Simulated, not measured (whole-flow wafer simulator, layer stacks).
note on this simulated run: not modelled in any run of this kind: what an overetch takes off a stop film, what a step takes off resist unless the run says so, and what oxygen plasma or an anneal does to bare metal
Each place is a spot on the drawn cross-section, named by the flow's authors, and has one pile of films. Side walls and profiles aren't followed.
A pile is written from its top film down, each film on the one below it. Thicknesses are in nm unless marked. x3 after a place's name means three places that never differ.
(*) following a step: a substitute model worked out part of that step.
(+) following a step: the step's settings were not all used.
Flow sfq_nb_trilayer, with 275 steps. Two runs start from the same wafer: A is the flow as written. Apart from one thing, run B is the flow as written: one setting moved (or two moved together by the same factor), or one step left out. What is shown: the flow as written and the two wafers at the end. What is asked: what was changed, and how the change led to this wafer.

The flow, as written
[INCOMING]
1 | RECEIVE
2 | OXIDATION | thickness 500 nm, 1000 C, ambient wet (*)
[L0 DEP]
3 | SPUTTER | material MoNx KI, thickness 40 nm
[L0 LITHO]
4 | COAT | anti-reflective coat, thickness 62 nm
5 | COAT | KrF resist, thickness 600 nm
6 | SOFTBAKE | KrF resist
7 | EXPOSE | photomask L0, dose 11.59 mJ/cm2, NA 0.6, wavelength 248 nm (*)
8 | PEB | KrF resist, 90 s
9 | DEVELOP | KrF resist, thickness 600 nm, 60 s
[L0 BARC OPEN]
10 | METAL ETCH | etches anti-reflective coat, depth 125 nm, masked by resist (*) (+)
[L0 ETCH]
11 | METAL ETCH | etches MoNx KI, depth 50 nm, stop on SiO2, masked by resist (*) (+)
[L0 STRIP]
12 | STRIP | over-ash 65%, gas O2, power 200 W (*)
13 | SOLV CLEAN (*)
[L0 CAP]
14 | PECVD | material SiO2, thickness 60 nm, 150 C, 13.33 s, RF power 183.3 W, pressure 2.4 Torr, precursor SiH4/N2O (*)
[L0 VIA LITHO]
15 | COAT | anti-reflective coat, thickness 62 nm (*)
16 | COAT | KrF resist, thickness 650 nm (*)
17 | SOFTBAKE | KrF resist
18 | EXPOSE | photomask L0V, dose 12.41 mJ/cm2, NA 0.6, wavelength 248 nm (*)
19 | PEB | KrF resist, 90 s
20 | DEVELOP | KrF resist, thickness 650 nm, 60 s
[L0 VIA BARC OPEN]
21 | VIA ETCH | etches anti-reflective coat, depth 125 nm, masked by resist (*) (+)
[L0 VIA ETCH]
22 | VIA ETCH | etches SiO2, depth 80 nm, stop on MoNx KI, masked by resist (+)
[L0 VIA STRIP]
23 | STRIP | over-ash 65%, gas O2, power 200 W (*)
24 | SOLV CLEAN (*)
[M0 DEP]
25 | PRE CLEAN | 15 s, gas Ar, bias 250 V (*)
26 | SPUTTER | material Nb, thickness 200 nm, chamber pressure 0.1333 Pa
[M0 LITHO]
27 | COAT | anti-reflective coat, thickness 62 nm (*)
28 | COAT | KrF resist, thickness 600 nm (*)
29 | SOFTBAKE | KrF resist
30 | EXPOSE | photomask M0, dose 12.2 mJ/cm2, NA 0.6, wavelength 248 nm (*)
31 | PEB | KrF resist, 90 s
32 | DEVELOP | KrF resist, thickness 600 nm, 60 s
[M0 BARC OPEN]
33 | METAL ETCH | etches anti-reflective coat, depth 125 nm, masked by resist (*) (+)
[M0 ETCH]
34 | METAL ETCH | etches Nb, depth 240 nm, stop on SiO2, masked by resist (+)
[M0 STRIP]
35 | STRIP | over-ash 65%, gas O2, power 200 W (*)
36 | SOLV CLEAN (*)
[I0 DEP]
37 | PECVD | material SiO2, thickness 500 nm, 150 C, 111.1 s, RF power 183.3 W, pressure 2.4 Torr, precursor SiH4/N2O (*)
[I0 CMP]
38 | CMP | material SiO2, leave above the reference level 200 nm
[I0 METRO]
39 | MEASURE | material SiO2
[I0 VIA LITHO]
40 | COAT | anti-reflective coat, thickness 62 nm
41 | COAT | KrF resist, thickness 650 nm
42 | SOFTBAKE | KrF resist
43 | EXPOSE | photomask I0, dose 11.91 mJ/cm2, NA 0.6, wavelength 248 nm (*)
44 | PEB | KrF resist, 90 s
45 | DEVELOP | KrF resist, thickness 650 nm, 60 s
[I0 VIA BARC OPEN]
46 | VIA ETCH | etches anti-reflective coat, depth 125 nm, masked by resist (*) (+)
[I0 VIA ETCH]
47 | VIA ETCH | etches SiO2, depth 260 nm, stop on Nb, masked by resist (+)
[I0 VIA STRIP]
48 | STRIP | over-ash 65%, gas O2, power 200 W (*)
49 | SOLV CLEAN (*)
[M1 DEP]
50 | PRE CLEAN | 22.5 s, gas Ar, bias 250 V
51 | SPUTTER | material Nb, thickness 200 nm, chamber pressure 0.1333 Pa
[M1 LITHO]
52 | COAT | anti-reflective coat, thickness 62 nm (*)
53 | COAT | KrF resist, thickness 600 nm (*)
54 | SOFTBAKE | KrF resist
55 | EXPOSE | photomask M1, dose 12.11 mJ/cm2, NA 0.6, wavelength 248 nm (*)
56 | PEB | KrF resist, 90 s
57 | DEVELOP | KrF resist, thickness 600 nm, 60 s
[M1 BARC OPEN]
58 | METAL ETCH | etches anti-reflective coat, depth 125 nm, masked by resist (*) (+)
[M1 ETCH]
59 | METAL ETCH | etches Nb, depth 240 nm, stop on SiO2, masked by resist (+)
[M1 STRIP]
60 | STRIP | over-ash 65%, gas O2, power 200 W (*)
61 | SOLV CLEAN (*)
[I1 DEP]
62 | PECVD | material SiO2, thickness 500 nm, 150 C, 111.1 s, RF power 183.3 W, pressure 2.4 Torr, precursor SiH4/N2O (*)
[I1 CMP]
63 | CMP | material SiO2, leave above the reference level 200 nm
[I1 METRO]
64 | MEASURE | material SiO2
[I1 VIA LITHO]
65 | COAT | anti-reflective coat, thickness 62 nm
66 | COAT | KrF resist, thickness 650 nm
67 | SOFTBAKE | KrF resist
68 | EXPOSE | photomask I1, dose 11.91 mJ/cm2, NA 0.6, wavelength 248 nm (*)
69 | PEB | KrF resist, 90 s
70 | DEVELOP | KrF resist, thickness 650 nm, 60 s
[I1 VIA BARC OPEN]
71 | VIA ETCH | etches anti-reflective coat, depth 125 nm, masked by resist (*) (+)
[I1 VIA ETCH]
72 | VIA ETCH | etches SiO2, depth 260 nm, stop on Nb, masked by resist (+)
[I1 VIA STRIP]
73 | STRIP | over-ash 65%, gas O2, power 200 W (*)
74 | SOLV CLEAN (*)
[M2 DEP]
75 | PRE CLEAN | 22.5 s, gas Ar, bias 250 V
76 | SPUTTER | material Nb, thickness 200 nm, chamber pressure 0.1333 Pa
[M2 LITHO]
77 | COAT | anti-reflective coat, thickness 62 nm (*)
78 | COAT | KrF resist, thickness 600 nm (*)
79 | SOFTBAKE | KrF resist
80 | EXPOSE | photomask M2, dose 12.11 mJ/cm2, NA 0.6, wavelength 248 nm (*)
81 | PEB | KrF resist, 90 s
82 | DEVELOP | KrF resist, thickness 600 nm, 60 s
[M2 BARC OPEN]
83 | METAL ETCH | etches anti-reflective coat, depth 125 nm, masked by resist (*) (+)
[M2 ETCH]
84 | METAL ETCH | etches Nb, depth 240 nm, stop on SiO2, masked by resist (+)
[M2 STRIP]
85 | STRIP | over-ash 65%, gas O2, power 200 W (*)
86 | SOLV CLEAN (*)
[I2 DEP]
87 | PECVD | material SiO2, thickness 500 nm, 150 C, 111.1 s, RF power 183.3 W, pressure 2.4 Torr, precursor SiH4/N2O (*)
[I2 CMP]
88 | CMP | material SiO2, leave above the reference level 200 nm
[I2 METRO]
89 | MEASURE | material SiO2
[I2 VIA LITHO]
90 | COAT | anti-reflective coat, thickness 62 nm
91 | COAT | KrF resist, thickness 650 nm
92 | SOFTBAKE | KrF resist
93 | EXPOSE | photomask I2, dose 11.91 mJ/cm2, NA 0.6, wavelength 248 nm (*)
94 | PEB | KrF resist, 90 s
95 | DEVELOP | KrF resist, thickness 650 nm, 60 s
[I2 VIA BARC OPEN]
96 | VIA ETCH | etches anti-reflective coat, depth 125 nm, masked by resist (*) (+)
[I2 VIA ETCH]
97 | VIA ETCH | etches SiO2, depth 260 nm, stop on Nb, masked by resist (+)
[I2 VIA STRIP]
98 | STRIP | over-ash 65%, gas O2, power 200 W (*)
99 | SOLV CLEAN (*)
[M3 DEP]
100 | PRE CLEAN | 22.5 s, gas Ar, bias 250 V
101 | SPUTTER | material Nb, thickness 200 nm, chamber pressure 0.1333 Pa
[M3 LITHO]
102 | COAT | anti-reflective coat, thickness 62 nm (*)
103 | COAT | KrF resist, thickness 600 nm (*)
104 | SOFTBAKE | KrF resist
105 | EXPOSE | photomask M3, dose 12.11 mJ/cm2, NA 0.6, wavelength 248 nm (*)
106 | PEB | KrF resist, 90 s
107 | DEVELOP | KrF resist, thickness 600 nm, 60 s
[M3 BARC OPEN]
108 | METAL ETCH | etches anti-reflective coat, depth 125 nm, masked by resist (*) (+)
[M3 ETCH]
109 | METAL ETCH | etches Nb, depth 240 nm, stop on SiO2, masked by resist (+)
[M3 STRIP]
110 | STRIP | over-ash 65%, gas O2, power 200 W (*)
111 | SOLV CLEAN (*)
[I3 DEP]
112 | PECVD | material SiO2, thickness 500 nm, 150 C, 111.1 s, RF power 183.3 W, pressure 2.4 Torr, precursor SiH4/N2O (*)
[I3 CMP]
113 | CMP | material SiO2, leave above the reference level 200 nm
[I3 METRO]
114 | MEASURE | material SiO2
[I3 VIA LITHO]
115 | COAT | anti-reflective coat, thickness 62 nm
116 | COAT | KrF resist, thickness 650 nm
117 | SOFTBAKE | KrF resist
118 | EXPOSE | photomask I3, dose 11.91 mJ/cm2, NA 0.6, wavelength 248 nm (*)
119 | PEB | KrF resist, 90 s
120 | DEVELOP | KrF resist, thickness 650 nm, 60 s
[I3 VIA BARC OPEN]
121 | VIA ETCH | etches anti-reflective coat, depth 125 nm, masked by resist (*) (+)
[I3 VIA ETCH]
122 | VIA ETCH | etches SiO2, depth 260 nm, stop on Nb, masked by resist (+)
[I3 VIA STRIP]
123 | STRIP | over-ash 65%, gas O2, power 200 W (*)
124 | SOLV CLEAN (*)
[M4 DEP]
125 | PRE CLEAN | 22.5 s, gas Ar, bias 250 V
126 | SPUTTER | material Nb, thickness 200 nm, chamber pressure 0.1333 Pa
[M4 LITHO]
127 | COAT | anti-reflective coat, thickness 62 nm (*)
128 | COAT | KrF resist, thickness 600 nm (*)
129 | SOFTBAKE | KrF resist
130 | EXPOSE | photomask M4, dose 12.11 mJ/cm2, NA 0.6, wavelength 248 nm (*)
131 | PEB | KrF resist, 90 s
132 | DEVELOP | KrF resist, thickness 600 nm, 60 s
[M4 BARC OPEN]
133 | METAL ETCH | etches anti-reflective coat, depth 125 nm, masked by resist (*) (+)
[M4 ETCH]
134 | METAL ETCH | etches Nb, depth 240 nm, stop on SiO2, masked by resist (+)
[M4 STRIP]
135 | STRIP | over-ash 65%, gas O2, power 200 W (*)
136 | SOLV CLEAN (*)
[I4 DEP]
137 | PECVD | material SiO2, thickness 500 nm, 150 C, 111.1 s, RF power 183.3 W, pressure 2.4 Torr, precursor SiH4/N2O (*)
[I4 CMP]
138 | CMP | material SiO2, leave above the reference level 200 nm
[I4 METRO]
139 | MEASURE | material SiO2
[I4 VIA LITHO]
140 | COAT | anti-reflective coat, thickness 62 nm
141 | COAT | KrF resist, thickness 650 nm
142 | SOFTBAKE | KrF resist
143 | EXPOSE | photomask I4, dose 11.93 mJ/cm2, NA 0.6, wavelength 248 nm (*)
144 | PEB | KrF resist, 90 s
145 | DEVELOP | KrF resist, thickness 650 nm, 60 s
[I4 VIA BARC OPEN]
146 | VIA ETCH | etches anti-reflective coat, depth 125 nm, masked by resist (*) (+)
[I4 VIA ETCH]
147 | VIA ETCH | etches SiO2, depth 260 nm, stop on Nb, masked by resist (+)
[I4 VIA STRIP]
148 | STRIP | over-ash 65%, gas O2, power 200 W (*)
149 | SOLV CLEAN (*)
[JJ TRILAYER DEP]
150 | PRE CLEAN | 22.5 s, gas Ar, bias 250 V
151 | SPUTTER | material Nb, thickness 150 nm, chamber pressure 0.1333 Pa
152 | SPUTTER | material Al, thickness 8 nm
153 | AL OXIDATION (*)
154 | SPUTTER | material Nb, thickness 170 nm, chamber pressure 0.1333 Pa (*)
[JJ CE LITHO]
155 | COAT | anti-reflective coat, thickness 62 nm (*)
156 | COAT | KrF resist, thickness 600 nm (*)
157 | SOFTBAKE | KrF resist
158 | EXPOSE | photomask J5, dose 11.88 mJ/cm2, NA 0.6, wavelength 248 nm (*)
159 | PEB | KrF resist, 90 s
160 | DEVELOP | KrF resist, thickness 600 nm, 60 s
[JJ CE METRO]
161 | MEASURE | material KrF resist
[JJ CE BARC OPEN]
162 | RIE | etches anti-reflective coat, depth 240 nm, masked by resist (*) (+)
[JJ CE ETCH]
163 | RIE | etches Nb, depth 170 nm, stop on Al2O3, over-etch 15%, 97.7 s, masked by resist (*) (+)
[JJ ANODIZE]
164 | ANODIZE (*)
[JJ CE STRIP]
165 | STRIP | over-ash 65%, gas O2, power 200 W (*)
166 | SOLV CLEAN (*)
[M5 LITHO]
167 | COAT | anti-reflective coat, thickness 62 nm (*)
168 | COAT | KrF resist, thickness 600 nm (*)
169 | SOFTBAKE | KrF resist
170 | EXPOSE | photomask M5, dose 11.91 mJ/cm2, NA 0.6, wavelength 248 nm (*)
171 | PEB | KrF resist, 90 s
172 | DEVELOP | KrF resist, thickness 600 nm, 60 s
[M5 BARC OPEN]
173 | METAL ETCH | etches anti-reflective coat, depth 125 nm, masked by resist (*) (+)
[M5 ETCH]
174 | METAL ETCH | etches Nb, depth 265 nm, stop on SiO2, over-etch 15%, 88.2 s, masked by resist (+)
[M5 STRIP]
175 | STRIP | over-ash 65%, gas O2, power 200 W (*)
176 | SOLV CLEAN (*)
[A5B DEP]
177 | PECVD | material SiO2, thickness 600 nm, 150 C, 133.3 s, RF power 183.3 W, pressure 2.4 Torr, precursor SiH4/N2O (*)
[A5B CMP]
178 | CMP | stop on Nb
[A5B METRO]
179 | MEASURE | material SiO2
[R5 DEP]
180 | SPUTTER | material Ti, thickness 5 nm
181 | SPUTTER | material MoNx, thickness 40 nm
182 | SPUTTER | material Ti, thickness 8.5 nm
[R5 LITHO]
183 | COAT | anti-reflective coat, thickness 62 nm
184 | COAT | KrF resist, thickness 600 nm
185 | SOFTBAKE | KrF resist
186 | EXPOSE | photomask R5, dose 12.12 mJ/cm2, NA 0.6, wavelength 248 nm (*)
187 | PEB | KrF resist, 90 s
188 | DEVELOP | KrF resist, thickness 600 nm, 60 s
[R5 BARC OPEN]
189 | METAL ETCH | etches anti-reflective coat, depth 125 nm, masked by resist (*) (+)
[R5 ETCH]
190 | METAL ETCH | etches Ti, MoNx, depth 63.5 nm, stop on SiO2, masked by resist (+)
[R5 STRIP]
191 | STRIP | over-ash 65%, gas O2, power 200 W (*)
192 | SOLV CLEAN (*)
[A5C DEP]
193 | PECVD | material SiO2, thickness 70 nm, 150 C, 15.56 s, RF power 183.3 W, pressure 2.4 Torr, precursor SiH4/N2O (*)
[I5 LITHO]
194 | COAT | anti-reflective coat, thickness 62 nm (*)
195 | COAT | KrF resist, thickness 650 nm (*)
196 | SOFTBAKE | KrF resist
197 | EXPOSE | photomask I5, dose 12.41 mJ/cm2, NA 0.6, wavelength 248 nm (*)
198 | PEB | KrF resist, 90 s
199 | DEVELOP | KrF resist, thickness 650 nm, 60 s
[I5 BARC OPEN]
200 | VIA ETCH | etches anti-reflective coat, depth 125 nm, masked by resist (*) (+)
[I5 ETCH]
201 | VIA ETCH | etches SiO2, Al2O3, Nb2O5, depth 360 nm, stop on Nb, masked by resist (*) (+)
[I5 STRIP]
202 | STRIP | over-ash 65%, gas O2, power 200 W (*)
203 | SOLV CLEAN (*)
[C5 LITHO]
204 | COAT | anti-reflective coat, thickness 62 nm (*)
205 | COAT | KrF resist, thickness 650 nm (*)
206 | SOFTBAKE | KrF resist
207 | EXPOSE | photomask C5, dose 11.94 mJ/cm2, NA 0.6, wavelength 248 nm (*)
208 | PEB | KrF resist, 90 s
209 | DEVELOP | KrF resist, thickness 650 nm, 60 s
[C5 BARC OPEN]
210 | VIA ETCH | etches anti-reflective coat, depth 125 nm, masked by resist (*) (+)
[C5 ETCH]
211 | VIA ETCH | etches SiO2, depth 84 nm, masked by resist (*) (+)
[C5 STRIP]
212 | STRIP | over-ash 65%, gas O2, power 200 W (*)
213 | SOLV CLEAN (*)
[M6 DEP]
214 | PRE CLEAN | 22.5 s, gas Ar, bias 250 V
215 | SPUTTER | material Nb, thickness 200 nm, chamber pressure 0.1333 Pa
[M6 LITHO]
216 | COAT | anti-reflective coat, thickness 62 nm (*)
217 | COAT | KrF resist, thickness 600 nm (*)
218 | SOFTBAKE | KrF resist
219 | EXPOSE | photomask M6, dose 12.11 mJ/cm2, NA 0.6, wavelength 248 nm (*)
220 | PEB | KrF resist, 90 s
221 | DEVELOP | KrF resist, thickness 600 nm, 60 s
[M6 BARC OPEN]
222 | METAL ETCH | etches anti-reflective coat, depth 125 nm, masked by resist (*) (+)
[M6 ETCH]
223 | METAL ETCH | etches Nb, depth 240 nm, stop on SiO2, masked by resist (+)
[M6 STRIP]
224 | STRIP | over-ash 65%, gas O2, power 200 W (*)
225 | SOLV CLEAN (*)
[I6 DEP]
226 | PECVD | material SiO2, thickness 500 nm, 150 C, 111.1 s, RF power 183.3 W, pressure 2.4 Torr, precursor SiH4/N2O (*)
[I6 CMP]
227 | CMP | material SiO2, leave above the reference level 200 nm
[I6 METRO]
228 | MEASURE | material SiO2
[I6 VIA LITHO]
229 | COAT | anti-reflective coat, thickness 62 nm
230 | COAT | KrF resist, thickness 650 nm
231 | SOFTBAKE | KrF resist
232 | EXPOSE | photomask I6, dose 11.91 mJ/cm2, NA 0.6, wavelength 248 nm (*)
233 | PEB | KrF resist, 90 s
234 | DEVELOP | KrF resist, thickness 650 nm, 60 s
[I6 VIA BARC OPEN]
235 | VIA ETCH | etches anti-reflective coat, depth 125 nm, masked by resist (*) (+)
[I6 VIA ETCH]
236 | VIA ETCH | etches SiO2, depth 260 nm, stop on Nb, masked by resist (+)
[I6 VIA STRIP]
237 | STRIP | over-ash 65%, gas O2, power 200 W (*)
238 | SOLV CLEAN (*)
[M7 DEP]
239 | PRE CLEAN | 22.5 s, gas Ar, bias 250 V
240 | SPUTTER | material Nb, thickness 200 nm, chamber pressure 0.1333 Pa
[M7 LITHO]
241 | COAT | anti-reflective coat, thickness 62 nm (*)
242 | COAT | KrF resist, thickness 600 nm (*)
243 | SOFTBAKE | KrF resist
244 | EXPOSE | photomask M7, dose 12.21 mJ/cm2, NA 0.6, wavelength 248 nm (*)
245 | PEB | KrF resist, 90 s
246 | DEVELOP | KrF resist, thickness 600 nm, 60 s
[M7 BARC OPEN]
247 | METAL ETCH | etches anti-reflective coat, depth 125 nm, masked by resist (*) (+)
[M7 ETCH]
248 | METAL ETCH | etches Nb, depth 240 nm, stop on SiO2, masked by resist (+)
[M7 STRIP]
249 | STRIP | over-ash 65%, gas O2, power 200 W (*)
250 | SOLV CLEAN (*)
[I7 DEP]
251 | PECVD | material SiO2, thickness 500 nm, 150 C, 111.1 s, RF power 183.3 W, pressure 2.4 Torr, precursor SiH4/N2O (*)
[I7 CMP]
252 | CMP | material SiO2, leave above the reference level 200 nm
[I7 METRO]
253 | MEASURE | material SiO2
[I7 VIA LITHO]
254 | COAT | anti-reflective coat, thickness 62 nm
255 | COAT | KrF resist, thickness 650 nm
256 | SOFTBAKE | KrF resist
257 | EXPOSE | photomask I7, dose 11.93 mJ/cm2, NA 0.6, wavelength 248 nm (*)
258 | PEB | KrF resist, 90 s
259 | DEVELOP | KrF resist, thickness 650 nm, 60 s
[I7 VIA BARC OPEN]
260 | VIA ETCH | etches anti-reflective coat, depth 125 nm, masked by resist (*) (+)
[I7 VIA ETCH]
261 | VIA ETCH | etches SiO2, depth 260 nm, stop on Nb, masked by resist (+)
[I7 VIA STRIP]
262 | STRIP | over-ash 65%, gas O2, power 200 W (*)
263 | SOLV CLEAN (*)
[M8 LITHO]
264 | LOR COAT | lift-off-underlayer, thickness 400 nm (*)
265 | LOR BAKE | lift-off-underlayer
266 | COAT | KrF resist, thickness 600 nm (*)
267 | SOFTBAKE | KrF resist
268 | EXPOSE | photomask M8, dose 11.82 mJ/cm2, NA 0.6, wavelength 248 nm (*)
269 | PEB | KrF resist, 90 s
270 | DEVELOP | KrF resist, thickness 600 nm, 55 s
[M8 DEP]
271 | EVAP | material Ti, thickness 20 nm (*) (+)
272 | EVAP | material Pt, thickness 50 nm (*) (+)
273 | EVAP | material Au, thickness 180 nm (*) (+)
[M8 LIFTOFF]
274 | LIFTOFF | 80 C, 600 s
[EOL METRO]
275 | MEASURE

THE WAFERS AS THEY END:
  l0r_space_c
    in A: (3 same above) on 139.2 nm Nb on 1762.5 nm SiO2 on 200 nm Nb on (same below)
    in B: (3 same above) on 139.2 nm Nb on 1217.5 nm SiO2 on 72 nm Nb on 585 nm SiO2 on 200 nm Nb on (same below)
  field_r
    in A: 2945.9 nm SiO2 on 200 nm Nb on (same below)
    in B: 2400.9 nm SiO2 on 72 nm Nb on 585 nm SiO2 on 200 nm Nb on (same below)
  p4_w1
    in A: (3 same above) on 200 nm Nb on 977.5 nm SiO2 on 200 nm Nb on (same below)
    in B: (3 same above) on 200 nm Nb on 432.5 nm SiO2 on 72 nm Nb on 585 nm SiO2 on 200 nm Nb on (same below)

The reason: step 76, SPUTTER: thickness 312 nm was run, though the flow has thickness 200 nm.

The path from the change to this, step by step:
  76 | SPUTTER | material Nb, thickness 200 nm, chamber pressure 0.1333 Pa
      field_l, v_sur, via_wl and 102 more: A Nb gains 200 (new film) | B Nb gains 312 (new film)
      via_v: A Nb gains 174.5 | B Nb gains 274.1
  84 | METAL ETCH | etches Nb, depth 240 nm, stop on SiO2, masked by resist (+)
      field_l, be, be_sur and 81 more: A Nb loses 200 (all of it) | B Nb loses 240
  87 | PECVD | material SiO2, thickness 500 nm, 150 C, 111.1 s, RF power 183.3 W, pressure 2.4 Torr, precursor SiH4/N2O (*)
      field_l, be, be_sur and 81 more: A SiO2 gains 500 | B SiO2 gains 500 (new film)
  88 | CMP | material SiO2, leave above the reference level 200 nm
      field_l, be, be_sur and 81 more: A SiO2 loses 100 | B SiO2 loses 60
      via_v: A SiO2 loses 181.6 | B SiO2 loses 157.1
If metal films that touch count as one body, l0r_space_c has 3 bodies (between them, from the top down: SiO2 1217.5; SiO2 585); the flow as written gives 2 bodies (between them, from the top down: SiO2 1762.5).
If metal films that touch count as one body, field_r has 2 bodies (between them, from the top down: SiO2 585); the flow as written gives 1 body.
If metal films that touch count as one body, p4_w1 has 4 bodies (between them, from the top down: SiO2 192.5; SiO2 432.5; SiO2 585); the flow as written gives 3 bodies (between them, from the top down: SiO2 192.5; SiO2 977.5).
